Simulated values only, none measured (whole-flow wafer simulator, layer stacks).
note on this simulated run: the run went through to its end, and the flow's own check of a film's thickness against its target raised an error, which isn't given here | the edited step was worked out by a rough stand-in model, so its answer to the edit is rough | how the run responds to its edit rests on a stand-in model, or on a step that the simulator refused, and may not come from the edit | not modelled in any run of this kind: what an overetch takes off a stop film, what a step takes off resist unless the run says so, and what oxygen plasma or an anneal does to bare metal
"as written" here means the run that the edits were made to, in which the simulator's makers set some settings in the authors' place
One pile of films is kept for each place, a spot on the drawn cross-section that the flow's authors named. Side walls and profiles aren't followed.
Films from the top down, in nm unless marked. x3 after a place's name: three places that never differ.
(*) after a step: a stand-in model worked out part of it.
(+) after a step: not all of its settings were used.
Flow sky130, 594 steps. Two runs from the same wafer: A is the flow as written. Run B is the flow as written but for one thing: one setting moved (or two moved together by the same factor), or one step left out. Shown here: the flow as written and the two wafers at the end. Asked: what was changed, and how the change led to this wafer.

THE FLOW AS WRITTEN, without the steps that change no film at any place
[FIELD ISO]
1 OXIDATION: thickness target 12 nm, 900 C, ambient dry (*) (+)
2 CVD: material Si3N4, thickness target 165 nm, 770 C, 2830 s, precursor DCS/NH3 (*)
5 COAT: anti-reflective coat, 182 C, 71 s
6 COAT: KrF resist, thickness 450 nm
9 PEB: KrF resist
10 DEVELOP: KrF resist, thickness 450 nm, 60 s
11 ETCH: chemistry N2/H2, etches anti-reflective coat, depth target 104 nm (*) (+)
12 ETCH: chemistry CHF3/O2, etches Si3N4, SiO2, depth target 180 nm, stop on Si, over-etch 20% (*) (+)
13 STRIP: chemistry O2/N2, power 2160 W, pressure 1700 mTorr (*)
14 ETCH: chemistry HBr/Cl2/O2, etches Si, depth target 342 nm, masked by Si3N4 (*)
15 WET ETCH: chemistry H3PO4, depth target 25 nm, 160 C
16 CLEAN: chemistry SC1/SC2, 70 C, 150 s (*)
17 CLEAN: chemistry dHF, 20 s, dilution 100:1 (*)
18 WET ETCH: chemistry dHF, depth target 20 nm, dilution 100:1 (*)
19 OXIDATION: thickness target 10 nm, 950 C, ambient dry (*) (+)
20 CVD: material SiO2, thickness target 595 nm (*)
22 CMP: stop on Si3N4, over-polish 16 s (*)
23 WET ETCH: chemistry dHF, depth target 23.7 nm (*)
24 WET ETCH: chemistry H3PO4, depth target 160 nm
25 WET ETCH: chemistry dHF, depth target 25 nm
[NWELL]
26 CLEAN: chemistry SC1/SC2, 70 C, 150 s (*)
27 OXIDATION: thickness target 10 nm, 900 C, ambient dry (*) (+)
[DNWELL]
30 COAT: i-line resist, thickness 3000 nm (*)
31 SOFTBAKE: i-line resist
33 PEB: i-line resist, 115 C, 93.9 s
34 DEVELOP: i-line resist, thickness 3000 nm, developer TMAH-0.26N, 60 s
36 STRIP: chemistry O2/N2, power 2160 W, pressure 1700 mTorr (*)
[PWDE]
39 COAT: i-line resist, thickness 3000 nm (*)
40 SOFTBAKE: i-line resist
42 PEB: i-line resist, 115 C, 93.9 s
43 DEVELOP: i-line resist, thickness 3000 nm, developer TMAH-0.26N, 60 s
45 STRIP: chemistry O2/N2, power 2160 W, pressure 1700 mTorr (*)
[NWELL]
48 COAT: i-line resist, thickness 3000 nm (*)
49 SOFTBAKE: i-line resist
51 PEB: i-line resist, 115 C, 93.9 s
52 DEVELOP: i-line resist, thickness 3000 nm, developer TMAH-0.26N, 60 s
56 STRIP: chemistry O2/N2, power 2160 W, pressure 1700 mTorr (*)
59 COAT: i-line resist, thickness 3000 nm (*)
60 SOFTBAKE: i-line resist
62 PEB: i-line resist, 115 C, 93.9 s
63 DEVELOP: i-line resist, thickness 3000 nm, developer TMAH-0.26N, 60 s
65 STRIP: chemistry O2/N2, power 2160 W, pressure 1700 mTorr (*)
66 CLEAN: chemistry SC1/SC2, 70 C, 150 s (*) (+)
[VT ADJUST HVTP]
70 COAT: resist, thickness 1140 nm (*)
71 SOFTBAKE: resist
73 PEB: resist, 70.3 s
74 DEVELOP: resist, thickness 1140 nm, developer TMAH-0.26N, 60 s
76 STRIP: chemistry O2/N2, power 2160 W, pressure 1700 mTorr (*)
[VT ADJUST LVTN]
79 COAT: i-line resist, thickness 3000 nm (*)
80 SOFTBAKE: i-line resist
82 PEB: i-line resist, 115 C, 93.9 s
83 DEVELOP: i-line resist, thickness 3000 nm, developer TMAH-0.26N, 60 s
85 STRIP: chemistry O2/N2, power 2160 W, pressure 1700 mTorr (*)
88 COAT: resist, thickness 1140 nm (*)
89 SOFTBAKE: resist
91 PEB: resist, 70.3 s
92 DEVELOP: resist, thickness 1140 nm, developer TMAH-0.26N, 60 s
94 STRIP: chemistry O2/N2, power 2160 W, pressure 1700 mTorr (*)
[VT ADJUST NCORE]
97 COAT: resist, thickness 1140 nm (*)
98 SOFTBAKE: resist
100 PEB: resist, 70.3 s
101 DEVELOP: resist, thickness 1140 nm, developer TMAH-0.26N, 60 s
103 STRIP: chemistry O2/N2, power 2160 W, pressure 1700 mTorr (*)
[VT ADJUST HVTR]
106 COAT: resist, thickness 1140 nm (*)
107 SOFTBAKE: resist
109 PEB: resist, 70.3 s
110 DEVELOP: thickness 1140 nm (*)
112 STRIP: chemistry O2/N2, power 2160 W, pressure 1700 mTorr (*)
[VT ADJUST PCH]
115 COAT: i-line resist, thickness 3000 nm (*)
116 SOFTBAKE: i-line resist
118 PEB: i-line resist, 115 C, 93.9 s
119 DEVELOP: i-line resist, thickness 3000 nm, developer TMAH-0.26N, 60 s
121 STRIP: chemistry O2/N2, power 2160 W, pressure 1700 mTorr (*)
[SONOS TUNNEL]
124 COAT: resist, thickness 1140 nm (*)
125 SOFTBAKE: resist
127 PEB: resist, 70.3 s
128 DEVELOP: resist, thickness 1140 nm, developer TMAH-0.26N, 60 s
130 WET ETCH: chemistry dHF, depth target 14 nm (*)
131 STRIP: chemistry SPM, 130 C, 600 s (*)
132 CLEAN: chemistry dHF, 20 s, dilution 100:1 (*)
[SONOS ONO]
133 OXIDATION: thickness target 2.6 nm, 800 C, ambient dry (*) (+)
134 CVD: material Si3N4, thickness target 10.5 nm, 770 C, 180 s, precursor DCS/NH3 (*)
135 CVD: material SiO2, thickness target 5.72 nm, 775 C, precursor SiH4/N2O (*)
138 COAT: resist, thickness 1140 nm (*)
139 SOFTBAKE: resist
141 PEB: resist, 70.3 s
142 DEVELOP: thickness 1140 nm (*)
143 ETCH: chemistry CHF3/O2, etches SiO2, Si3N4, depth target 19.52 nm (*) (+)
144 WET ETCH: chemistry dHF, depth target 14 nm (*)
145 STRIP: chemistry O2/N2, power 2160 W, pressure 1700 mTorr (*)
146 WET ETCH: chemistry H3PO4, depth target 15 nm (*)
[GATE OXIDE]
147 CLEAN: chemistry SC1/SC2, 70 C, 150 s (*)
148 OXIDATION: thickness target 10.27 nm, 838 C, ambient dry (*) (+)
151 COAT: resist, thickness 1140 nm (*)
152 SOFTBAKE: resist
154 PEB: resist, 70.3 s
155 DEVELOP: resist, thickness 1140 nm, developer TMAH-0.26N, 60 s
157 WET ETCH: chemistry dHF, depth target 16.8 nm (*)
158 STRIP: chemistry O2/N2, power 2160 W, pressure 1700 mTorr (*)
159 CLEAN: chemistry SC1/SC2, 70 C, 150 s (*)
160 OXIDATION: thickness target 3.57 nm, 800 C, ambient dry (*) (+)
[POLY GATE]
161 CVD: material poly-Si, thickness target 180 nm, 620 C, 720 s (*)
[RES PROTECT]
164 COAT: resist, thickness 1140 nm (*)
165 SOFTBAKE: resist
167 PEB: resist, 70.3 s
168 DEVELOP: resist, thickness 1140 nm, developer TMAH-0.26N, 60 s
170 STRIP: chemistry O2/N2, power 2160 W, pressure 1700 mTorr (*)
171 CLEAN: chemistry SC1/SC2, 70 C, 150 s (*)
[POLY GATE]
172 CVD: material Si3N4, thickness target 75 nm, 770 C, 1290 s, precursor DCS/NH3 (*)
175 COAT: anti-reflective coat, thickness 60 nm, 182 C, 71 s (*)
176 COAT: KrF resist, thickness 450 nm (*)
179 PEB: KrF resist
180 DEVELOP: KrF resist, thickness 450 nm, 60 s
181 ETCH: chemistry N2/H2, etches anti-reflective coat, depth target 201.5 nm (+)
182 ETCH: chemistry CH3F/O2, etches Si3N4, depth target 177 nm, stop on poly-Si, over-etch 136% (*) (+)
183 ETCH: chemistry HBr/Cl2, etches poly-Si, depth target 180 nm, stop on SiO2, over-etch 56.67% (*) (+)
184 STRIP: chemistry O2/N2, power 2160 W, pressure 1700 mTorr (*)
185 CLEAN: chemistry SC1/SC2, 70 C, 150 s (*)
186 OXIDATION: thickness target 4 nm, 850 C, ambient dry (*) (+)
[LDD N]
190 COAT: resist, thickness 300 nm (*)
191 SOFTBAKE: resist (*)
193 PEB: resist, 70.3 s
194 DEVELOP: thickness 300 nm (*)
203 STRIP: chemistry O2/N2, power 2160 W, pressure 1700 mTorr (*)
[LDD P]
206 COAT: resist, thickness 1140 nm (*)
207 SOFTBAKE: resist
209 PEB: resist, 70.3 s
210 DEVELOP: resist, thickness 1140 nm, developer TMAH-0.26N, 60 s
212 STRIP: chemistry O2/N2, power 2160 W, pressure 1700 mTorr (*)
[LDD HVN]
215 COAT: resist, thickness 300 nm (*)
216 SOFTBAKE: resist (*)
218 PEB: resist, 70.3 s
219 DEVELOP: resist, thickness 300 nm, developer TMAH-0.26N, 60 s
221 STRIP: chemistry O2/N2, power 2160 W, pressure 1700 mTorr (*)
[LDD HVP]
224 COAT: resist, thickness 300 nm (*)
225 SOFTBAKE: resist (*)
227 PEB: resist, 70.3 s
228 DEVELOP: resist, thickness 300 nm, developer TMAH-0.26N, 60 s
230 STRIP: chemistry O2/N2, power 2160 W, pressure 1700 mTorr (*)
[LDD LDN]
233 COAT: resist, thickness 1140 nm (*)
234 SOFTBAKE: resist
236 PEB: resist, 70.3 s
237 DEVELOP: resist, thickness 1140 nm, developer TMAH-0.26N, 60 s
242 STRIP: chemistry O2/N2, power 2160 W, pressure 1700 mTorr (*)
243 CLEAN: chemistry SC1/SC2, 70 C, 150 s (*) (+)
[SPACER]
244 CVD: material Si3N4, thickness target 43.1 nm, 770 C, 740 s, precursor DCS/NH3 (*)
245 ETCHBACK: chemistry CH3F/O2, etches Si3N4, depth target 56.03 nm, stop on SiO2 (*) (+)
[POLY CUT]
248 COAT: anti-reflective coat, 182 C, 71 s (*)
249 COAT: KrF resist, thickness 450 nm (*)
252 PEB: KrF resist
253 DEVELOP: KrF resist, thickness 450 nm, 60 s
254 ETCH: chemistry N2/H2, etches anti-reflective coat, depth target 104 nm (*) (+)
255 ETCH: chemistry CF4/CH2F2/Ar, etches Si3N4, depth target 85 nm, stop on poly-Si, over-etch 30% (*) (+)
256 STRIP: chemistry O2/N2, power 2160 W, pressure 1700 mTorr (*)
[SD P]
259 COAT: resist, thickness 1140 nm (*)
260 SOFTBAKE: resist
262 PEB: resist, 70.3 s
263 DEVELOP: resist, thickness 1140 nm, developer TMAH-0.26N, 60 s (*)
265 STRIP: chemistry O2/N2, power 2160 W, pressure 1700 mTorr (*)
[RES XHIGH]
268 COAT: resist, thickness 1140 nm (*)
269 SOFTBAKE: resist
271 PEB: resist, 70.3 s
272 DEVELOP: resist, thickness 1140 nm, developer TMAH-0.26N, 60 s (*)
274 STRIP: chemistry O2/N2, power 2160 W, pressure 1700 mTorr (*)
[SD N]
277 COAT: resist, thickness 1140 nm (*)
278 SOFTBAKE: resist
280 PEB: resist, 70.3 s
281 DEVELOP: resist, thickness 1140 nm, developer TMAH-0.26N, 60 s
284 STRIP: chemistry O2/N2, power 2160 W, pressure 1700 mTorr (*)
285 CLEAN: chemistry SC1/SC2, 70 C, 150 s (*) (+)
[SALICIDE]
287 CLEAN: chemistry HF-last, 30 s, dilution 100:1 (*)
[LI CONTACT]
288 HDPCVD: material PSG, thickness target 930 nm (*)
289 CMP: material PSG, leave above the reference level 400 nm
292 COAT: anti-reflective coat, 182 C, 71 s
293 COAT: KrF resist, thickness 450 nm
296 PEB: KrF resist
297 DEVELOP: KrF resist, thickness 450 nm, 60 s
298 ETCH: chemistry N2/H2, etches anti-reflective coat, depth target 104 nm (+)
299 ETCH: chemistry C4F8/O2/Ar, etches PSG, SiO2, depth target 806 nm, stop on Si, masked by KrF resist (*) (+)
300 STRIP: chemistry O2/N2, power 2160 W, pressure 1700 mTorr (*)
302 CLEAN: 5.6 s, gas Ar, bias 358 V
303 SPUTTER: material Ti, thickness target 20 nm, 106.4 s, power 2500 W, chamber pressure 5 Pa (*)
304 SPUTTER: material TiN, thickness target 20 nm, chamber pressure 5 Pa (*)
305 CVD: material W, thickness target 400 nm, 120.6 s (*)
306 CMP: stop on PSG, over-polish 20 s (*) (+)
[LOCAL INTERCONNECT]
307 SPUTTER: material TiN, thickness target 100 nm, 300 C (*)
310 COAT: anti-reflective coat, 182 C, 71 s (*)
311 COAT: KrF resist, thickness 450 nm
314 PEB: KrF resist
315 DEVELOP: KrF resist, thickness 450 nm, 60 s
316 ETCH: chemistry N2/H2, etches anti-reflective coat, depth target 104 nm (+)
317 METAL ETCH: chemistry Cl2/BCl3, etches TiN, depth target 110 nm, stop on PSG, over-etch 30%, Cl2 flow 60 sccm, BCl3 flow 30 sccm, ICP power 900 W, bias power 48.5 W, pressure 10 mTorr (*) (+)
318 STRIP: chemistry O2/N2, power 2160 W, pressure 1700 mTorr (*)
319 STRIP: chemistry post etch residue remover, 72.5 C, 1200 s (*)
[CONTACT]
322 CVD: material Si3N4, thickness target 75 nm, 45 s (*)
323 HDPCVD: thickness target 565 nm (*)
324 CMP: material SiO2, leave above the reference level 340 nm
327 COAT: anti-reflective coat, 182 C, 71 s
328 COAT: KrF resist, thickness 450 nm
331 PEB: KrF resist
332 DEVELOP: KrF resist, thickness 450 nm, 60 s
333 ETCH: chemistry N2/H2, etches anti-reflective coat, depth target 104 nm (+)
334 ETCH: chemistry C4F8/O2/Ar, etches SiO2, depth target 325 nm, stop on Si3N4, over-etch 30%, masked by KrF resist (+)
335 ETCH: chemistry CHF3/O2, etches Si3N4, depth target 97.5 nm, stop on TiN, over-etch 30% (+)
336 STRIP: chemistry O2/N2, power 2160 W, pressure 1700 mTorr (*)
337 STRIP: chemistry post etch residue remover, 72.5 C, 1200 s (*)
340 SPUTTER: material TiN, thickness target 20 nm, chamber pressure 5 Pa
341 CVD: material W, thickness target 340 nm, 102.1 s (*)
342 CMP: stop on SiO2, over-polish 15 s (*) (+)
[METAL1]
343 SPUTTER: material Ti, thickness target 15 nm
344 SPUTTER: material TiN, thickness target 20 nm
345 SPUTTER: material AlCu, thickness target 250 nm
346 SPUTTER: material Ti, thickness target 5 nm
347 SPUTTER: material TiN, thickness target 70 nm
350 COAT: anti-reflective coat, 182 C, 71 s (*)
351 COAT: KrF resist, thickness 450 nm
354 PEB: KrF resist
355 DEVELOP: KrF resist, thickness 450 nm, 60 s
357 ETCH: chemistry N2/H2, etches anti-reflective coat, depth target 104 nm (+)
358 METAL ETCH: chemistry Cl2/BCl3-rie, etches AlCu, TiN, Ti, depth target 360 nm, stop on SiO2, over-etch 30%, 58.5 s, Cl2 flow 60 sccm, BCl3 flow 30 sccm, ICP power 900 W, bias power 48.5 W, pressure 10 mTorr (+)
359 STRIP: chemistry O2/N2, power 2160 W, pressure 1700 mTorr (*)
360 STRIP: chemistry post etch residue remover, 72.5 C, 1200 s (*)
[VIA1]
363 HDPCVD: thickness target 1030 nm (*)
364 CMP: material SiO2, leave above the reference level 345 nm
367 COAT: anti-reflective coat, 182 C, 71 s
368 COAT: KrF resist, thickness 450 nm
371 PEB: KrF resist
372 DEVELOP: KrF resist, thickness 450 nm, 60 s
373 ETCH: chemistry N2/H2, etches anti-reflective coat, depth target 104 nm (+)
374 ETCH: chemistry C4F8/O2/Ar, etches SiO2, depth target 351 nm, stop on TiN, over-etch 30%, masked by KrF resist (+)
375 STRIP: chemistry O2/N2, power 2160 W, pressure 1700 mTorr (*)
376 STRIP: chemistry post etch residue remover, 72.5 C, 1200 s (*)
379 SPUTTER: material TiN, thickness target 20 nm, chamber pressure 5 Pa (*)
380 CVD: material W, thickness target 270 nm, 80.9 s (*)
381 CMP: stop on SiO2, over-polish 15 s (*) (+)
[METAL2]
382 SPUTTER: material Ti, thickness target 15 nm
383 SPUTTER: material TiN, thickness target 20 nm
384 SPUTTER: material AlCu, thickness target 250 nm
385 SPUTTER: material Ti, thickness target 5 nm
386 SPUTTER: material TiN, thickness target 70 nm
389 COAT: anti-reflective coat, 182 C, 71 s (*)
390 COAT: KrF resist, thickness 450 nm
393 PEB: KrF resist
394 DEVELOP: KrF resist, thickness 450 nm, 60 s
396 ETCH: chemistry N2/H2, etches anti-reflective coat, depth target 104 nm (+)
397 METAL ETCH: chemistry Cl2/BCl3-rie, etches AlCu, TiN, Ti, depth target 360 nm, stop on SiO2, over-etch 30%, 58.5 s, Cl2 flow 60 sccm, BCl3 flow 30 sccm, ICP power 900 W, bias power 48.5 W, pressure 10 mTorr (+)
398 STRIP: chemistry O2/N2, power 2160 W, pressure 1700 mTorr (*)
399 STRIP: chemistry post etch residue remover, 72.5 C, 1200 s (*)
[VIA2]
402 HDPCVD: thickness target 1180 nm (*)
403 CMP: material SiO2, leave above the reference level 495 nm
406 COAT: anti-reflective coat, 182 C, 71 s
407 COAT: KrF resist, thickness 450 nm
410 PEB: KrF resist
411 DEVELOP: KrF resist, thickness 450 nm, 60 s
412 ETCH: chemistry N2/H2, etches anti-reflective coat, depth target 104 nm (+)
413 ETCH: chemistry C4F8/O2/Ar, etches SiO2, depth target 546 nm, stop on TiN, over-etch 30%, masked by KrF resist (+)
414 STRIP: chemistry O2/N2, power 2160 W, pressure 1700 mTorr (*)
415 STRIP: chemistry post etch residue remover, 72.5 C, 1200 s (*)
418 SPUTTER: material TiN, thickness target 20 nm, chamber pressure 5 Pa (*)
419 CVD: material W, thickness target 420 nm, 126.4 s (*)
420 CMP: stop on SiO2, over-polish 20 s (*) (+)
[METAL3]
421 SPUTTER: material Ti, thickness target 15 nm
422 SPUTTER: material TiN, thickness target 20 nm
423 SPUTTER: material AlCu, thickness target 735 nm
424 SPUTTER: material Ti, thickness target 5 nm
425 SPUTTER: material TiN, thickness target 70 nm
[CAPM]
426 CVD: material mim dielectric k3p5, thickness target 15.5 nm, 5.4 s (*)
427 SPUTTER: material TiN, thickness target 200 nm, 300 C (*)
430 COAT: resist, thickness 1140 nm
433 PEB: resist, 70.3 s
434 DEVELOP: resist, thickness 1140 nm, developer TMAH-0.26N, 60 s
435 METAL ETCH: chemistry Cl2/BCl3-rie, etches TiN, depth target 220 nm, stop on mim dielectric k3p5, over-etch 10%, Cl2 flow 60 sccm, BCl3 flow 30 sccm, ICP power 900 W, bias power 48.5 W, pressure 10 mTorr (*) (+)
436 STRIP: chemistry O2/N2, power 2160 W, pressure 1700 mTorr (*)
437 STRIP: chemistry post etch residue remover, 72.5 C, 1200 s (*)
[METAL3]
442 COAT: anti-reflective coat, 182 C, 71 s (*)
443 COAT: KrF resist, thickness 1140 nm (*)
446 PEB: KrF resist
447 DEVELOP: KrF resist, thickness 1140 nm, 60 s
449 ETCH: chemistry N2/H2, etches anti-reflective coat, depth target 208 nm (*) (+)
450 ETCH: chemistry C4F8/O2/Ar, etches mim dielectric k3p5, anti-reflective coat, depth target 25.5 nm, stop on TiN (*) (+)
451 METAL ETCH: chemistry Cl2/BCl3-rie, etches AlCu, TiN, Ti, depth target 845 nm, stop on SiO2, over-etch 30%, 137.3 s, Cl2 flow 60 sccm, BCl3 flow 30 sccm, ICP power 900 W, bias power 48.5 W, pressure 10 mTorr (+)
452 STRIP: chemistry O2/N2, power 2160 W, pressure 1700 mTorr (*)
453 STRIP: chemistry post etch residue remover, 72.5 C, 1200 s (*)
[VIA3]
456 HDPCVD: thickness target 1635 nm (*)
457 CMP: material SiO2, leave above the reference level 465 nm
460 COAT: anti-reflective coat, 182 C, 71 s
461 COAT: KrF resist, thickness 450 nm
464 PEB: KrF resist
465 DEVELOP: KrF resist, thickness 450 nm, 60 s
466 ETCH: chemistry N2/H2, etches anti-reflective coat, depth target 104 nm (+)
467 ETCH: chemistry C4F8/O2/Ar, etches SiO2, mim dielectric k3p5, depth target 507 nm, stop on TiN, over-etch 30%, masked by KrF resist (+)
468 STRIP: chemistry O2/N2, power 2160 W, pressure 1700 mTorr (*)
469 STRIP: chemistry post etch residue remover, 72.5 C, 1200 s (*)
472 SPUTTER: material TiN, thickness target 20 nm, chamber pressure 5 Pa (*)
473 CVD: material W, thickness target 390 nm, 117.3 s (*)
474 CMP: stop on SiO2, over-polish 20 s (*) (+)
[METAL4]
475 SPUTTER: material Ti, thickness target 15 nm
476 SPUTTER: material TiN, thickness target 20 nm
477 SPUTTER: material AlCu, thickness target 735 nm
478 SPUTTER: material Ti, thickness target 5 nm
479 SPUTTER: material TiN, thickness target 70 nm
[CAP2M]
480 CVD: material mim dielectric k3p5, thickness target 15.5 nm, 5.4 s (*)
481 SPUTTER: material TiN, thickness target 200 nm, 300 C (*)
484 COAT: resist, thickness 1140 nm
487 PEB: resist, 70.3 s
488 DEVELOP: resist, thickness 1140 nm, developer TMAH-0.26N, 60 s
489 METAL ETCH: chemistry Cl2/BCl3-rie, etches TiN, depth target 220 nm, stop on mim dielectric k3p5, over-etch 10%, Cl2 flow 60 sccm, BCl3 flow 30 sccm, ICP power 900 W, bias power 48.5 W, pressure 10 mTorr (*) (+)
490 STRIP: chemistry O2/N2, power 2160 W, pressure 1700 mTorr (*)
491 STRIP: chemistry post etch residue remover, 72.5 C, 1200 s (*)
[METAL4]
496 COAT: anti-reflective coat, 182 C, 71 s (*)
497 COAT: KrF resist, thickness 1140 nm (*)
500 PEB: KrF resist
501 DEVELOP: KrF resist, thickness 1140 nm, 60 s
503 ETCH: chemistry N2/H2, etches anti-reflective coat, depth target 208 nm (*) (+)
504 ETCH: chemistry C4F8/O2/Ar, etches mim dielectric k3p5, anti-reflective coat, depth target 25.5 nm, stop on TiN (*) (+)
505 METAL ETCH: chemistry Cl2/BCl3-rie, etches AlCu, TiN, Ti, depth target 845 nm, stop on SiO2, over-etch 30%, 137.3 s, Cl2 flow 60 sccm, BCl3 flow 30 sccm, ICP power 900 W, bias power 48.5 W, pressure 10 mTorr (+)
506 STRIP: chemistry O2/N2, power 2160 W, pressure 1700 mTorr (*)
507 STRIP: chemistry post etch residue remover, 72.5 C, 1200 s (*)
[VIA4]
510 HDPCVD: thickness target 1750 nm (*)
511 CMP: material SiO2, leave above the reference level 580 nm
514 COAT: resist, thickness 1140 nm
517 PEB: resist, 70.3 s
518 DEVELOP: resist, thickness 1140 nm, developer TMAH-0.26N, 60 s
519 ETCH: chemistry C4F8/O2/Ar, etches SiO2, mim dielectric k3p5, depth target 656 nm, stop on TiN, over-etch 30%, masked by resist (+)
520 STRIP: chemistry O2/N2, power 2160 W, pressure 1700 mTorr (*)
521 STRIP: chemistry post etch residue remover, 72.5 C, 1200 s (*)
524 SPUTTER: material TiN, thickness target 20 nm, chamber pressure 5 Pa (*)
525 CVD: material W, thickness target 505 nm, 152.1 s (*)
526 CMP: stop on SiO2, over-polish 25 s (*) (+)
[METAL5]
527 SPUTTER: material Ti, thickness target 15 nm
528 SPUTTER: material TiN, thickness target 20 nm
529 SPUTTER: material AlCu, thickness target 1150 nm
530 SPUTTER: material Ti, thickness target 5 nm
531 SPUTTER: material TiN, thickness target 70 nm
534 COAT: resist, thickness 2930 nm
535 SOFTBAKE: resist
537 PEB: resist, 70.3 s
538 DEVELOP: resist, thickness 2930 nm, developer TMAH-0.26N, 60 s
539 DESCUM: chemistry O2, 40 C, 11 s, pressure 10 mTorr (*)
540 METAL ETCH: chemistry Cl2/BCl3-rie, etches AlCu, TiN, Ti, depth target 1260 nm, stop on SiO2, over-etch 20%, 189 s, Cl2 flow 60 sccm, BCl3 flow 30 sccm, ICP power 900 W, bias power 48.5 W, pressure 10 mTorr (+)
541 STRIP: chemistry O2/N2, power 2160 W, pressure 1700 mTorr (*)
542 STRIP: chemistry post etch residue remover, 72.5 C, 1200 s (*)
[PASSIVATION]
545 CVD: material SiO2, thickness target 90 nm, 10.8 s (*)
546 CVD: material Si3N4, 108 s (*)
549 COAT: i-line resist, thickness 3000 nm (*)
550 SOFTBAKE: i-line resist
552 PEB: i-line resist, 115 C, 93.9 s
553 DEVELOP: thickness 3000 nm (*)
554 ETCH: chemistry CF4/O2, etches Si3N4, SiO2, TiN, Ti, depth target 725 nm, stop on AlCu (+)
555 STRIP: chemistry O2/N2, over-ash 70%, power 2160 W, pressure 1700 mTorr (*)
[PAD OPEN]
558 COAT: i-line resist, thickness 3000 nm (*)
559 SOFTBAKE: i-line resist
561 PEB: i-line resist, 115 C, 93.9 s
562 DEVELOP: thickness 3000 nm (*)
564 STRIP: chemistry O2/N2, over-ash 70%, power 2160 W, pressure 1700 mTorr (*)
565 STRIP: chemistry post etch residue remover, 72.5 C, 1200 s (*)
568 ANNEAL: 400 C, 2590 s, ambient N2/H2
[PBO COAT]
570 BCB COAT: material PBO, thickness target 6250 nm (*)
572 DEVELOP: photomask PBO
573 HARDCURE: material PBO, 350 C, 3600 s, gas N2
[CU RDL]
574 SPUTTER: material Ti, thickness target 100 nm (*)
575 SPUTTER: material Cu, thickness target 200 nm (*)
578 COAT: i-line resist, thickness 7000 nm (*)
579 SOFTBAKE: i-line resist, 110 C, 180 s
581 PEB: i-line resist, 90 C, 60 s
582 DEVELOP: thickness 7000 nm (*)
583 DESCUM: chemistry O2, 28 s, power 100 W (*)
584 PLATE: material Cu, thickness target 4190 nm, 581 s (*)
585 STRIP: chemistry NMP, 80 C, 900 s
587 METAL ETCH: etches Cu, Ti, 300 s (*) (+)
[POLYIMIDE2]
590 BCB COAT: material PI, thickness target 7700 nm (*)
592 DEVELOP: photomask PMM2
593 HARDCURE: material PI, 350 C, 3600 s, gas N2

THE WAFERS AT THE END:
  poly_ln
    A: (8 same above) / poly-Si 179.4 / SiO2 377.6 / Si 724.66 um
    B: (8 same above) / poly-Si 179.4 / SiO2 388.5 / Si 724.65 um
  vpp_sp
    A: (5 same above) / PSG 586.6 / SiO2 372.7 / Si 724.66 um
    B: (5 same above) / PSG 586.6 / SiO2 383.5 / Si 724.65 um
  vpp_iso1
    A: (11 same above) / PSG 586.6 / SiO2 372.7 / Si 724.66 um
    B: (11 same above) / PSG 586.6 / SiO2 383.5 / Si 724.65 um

The cause: step 19, OXIDATION: 1092 C was run, where the flow has 950 C.

How the change led to this, step by step:
  19 OXIDATION: thickness target 10 nm, 950 C, ambient dry (*) (+)
      field, mim, iso_guard and 84 more: A SiO2 +10 (new film), Si -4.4 | B SiO2 +34.6 (new film), Si -15.2
  22 CMP: stop on Si3N4, over-polish 16 s (*)
      mim, vpp_sp, vpp_ln and 61 more: A SiO2 -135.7 | B SiO2 -149.5
      hv_encl, field_nw, iso_guard_nsd_tip, iso_guard_nowell, field_nw_hv: A SiO2 -138 | B SiO2 -151.8
      (and at 11 more places)
  248 COAT: anti-reflective coat, 182 C, 71 s (*)
      gate_p_hv: A anti-reflective coat +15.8 (new film) | B anti-reflective coat +15.2 (new film)
      iso_guard_nsd: A anti-reflective coat +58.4 (new film) | B anti-reflective coat +59.7 (new film)
  256 STRIP: chemistry O2/N2, power 2160 W, pressure 1700 mTorr (*)
      gate_p_hv: A KrF resist -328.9 (all of it), anti-reflective coat -15.8 (all of it) | B KrF resist -329.2 (all of it), anti-reflective coat -15.2 (all of it)
      iso_guard_nsd: A KrF resist -361.7 (all of it), anti-reflective coat -58.4 (all of it) | B KrF resist -361.6 (all of it), anti-reflective coat -59.7 (all of it)
